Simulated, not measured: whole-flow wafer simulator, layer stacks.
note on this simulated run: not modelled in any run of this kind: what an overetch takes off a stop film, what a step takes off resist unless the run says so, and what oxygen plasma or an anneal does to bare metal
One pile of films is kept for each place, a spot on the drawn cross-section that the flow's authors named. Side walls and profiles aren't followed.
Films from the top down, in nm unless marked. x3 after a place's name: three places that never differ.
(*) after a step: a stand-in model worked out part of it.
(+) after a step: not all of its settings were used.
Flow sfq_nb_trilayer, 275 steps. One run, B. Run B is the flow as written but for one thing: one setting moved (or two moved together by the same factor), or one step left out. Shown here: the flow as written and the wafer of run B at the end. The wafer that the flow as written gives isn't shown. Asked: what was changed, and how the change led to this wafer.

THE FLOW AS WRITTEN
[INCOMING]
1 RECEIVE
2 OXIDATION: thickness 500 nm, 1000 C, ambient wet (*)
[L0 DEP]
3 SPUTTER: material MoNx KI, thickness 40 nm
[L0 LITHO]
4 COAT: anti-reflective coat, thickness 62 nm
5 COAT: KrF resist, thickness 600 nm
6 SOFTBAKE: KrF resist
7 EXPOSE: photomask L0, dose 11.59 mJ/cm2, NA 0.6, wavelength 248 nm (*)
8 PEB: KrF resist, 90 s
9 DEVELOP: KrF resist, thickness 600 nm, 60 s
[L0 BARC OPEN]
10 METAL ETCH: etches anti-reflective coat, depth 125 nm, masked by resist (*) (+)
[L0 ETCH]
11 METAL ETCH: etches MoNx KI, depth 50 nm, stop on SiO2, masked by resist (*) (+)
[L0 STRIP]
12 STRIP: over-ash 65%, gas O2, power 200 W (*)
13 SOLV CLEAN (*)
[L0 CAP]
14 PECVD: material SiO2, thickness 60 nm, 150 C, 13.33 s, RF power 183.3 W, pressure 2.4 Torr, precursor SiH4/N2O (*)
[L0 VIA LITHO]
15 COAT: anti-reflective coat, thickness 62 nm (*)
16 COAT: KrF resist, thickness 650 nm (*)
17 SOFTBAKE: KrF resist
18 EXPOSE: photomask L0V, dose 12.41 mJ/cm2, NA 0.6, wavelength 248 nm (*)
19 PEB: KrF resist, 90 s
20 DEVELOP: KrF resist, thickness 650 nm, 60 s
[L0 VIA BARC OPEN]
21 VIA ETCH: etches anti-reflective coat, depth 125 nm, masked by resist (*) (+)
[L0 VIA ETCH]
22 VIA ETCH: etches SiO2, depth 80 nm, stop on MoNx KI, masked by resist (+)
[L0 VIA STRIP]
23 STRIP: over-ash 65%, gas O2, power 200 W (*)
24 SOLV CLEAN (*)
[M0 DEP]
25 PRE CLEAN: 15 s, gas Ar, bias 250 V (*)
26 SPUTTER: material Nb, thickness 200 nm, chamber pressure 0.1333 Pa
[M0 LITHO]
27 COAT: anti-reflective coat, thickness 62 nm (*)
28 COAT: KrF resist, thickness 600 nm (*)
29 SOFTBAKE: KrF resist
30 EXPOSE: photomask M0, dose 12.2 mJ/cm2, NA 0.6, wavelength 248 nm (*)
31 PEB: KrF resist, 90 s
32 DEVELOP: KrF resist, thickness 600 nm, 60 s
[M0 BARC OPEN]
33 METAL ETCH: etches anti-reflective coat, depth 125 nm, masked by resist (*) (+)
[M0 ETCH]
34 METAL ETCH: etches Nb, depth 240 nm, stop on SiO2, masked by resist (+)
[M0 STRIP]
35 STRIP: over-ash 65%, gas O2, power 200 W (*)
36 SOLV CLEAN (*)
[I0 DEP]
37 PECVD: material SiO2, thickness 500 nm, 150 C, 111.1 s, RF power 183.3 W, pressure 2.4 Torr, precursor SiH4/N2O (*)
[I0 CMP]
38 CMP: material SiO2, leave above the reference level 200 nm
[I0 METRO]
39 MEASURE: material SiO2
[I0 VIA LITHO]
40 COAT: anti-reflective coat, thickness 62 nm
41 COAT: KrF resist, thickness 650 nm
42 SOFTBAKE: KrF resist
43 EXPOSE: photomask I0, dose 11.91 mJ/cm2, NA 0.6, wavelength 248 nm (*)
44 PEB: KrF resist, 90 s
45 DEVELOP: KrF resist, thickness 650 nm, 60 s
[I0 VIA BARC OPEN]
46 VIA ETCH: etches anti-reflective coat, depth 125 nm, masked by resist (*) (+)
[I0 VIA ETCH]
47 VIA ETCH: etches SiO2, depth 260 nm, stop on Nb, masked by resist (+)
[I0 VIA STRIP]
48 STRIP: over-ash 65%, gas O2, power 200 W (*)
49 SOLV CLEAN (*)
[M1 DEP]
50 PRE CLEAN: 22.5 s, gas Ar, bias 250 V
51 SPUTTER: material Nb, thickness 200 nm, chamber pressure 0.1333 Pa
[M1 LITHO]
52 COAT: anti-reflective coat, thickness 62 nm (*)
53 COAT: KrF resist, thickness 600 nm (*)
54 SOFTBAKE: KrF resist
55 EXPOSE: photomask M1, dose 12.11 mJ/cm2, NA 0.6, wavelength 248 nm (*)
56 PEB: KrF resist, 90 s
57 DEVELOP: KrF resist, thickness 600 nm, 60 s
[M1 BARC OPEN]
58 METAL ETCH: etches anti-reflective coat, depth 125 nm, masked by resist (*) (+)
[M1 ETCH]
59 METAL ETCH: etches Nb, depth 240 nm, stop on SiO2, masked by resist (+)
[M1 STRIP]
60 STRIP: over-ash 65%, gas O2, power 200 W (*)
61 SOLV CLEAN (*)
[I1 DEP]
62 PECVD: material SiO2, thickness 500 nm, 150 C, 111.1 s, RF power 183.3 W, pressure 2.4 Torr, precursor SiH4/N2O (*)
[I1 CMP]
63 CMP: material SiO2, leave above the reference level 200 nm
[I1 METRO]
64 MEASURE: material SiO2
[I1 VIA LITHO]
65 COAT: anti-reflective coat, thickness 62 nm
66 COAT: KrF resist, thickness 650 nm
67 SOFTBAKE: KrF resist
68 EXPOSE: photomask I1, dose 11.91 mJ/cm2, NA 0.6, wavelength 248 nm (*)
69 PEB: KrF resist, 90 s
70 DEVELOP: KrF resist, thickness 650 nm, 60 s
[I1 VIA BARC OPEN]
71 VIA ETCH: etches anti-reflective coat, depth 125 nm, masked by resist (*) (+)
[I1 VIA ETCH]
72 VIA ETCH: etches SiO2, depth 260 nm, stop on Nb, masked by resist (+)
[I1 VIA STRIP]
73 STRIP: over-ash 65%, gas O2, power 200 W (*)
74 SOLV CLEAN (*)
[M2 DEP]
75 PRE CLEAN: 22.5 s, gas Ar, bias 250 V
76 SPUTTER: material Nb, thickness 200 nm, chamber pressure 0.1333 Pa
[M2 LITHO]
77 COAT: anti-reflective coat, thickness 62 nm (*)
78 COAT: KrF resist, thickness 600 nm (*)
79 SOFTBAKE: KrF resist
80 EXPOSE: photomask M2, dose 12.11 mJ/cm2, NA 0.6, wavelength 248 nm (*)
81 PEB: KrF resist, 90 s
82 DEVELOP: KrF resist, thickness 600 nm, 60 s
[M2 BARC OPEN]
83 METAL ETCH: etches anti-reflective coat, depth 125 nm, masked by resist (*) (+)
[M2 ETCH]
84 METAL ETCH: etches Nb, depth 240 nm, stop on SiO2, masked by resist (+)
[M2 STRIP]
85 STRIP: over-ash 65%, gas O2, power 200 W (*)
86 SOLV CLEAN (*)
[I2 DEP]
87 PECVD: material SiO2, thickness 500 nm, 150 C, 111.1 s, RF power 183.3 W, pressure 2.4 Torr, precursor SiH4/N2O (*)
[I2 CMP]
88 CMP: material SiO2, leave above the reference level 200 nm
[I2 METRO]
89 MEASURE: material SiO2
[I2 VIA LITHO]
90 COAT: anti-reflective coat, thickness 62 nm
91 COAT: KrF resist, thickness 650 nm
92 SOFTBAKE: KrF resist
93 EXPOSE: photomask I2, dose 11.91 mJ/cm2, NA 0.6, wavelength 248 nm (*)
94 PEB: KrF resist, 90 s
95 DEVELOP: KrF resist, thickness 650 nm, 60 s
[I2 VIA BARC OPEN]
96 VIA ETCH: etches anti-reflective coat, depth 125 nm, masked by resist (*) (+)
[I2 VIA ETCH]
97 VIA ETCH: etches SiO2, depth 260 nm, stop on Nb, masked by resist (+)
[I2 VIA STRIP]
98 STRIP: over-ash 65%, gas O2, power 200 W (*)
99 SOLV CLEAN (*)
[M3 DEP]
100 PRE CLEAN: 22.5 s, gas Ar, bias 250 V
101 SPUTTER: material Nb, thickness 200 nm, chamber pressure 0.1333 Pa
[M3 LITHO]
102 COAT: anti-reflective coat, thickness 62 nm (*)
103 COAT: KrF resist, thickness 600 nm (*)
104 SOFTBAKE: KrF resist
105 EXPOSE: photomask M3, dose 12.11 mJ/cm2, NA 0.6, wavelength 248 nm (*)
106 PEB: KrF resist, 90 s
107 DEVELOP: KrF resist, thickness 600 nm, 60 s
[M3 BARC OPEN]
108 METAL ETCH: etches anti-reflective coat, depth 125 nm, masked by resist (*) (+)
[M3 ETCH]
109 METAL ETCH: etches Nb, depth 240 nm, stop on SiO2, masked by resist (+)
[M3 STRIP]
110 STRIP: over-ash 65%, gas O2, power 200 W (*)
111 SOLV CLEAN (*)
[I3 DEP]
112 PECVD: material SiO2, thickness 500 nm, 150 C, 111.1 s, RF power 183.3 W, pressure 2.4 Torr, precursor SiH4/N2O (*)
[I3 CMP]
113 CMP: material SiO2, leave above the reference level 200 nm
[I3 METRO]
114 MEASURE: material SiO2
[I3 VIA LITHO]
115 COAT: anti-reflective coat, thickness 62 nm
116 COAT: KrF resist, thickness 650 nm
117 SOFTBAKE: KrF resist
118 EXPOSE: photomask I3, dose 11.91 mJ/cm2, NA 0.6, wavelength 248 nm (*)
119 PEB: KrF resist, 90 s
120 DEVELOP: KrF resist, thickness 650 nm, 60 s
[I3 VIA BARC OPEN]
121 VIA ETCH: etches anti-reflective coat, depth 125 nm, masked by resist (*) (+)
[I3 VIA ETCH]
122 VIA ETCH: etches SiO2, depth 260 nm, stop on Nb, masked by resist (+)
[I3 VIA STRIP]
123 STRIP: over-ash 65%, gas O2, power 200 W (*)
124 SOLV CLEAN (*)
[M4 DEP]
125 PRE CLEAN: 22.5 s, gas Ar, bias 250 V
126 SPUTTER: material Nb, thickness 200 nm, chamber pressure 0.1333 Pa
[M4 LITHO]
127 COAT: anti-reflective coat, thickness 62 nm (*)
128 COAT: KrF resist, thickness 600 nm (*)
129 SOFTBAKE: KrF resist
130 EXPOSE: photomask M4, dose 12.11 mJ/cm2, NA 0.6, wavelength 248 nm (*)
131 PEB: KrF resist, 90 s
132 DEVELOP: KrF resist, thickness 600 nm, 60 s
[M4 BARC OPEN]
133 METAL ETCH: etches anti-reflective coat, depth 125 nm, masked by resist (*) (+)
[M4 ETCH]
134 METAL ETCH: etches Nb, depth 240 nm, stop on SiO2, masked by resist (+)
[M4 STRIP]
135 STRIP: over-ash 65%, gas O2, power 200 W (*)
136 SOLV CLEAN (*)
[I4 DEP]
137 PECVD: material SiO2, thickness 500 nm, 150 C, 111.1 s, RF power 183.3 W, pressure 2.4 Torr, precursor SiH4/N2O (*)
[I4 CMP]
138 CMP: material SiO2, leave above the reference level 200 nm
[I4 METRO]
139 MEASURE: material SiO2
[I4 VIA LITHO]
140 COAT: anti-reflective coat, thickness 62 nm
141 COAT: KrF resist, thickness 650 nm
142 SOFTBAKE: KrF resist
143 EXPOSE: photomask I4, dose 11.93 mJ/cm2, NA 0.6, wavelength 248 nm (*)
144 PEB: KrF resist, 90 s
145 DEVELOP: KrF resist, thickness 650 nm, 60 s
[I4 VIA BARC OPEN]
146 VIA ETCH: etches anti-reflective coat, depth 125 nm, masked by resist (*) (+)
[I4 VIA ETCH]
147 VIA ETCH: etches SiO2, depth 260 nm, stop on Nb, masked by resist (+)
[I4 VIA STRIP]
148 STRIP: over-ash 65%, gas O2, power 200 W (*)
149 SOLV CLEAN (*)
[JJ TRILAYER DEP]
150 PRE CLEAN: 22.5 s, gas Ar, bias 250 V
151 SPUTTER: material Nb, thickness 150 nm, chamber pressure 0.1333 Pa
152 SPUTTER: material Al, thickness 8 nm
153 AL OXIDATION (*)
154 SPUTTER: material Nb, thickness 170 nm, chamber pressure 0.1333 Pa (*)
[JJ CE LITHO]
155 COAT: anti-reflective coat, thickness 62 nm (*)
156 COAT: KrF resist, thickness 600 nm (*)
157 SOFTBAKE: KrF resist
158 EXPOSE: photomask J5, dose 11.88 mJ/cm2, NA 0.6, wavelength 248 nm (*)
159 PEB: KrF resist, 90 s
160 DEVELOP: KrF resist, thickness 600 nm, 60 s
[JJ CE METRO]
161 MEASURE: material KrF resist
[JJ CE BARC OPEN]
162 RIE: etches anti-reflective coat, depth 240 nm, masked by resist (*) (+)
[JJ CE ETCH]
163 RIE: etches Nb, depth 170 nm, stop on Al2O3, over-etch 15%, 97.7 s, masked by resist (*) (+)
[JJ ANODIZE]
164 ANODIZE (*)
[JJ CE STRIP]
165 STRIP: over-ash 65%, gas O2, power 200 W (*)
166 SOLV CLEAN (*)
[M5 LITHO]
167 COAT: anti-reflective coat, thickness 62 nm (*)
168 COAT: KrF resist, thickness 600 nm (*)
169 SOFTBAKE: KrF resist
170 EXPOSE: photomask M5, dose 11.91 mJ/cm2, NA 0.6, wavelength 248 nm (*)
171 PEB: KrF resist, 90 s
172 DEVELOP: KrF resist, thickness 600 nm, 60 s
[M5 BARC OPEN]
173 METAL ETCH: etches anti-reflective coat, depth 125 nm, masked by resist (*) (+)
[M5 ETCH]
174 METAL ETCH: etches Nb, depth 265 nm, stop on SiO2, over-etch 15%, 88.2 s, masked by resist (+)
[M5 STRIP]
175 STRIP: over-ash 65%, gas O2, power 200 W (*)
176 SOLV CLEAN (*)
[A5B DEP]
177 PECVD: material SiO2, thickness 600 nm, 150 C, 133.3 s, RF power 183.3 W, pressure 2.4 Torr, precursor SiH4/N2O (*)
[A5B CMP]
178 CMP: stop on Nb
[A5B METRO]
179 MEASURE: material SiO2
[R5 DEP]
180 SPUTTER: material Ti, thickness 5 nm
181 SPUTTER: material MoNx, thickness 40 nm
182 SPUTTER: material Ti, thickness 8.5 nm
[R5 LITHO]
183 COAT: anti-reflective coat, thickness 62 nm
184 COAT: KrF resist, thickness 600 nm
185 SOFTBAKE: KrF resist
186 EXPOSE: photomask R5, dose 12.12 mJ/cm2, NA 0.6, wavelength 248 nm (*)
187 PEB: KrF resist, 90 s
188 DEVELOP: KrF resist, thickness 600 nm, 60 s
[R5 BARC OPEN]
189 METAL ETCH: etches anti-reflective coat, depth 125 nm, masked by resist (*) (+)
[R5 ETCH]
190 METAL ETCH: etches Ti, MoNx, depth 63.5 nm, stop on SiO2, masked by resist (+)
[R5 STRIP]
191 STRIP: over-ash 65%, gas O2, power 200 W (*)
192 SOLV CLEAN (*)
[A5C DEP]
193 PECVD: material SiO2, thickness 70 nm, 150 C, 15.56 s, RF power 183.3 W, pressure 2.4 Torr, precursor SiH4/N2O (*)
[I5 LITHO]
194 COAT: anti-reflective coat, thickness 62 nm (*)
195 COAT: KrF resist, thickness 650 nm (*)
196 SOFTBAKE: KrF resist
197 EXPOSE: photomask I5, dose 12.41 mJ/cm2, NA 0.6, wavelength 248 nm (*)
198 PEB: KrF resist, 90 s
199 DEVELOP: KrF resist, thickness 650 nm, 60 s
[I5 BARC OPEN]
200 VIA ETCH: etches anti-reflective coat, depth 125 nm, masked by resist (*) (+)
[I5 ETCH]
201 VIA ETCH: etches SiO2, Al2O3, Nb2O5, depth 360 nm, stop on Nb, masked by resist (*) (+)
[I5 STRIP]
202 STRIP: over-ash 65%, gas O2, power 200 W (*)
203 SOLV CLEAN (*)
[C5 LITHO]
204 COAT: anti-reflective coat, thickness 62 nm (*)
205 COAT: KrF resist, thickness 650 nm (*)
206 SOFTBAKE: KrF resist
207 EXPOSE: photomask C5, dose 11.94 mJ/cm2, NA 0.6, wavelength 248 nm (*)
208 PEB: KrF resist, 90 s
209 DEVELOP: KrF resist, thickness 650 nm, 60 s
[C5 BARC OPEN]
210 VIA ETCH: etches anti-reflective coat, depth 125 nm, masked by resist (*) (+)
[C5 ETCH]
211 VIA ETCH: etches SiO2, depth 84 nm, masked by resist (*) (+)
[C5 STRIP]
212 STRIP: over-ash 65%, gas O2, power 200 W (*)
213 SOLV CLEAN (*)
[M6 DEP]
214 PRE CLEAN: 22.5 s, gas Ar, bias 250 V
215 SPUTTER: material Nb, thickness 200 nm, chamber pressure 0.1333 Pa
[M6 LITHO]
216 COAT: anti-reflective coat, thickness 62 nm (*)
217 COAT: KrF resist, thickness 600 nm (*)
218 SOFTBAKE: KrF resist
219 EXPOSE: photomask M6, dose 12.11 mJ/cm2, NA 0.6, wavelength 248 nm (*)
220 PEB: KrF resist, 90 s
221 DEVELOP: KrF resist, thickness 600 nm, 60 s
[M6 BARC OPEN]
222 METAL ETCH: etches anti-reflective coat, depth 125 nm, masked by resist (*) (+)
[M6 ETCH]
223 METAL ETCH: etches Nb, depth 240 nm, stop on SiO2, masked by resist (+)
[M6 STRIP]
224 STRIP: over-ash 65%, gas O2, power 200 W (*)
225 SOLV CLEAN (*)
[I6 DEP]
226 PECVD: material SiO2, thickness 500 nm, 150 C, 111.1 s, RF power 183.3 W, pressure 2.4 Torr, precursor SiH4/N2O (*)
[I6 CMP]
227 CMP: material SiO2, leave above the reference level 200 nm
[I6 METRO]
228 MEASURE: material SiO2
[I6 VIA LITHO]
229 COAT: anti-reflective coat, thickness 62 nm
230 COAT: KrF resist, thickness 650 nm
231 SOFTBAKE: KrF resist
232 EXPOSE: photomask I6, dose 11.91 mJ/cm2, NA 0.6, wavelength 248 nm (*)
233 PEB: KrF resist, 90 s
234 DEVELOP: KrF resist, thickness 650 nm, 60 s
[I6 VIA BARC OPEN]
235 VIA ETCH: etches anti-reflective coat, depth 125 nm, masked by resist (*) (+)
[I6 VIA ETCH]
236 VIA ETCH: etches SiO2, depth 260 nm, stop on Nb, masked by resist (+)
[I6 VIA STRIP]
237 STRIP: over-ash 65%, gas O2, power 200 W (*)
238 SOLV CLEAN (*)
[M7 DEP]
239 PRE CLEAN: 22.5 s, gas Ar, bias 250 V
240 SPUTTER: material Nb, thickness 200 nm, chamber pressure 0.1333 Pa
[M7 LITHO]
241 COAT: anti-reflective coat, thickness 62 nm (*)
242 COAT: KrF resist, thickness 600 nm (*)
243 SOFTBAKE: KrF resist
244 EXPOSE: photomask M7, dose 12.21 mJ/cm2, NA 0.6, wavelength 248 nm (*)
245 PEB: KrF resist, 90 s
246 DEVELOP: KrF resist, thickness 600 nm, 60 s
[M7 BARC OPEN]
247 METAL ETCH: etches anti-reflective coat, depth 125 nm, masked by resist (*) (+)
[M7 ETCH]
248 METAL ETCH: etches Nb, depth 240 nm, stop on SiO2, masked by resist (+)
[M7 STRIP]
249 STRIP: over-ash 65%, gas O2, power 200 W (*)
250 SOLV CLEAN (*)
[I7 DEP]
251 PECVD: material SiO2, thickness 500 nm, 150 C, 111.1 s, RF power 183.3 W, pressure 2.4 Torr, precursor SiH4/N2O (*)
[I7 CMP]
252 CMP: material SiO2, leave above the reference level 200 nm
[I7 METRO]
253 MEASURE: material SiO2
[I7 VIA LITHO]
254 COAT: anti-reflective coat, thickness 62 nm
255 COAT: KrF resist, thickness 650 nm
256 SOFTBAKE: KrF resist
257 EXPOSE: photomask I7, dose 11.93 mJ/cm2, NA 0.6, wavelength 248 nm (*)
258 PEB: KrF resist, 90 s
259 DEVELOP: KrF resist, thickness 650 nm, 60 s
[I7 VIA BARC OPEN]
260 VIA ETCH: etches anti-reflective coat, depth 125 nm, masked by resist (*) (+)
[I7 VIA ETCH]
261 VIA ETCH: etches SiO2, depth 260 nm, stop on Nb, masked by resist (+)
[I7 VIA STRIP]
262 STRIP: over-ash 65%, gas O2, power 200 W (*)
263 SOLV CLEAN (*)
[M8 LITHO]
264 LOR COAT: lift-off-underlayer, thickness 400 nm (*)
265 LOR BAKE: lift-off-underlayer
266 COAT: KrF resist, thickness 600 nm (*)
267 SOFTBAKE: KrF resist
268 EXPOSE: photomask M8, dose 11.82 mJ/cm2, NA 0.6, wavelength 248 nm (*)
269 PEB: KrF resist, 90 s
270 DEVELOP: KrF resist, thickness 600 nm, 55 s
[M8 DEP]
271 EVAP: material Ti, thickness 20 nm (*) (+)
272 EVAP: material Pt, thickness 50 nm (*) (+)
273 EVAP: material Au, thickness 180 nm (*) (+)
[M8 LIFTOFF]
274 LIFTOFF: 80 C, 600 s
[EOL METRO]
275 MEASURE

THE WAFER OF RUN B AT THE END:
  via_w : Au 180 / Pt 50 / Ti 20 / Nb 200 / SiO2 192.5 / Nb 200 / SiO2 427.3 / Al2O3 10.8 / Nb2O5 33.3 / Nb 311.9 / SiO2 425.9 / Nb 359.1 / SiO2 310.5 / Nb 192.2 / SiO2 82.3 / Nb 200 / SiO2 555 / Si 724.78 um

The cause: step 47, VIA ETCH: depth 110 nm was run, where the flow has depth 260 nm.

How the change led to this, step by step:
  47 VIA ETCH: etches SiO2, depth 260 nm, stop on Nb, masked by resist (+)
      via_w: SiO2 -110 (as written it would be: SiO2 -199.8 (all of it))
      field_l, v_sur, via_wl and 102 more: KrF resist -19 (as written it would be: KrF resist -44.8)
  48 STRIP: over-ash 65%, gas O2, power 200 W (*)
      field_l, v_sur, via_wl and 102 more: KrF resist -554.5 (all of it), anti-reflective coat -62 (all of it) (as written it would be: KrF resist -528.6 (all of it), anti-reflective coat -62 (all of it))
  50 PRE CLEAN: 22.5 s, gas Ar, bias 250 V
      via_w: SiO2 -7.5 (as written it would be: Nb -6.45)
  51 SPUTTER: material Nb, thickness 200 nm, chamber pressure 0.1333 Pa
      via_w: Nb +192.2 (new film) (as written it would be: Nb +174.5)
  52 COAT: anti-reflective coat, thickness 62 nm (*)
      v_sur: anti-reflective coat +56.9 (new film) (as written it would be: anti-reflective coat +61.1 (new film))
      via_wl: anti-reflective coat +32.7 (new film) (as written it would be: anti-reflective coat +33.8 (new film))
      (and at 3 more places)
  53 COAT: KrF resist, thickness 600 nm (*)
      via_w: KrF resist +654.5 (new film) (as written it would be: KrF resist +731.8 (new film))
      via_wr: KrF resist +614.6 (new film) (as written it would be: KrF resist +602.1 (new film))
  60 STRIP: over-ash 65%, gas O2, power 200 W (*)
      v_sur: KrF resist -376.8 (all of it), anti-reflective coat -56.9 (all of it) (as written it would be: KrF resist -365.9 (all of it), anti-reflective coat -61.1 (all of it))
      via_wl: KrF resist -396.9 (all of it), anti-reflective coat -32.7 (all of it) (as written it would be: KrF resist -385.5 (all of it), anti-reflective coat -33.8 (all of it))
      (and at 3 more places)
  62 PECVD: material SiO2, thickness 500 nm, 150 C, 111.1 s, RF power 183.3 W, pressure 2.4 Torr, precursor SiH4/N2O (*)
      via_w: SiO2 +500 (new film) (as written it would be: SiO2 +606 (new film))
Counting metal films that touch as one body, via_w has 6 bodies (between them, from the top down: SiO2 192.5; SiO2 427.3 / Al2O3 10.8 / Nb2O5 33.3; SiO2 425.9; SiO2 310.5; SiO2 82.3); the flow as written gives 5 bodies (between them, from the top down: SiO2 192.5; SiO2 427.3 / Al2O3 10.8 / Nb2O5 33.3; SiO2 425.9; SiO2 416.9).
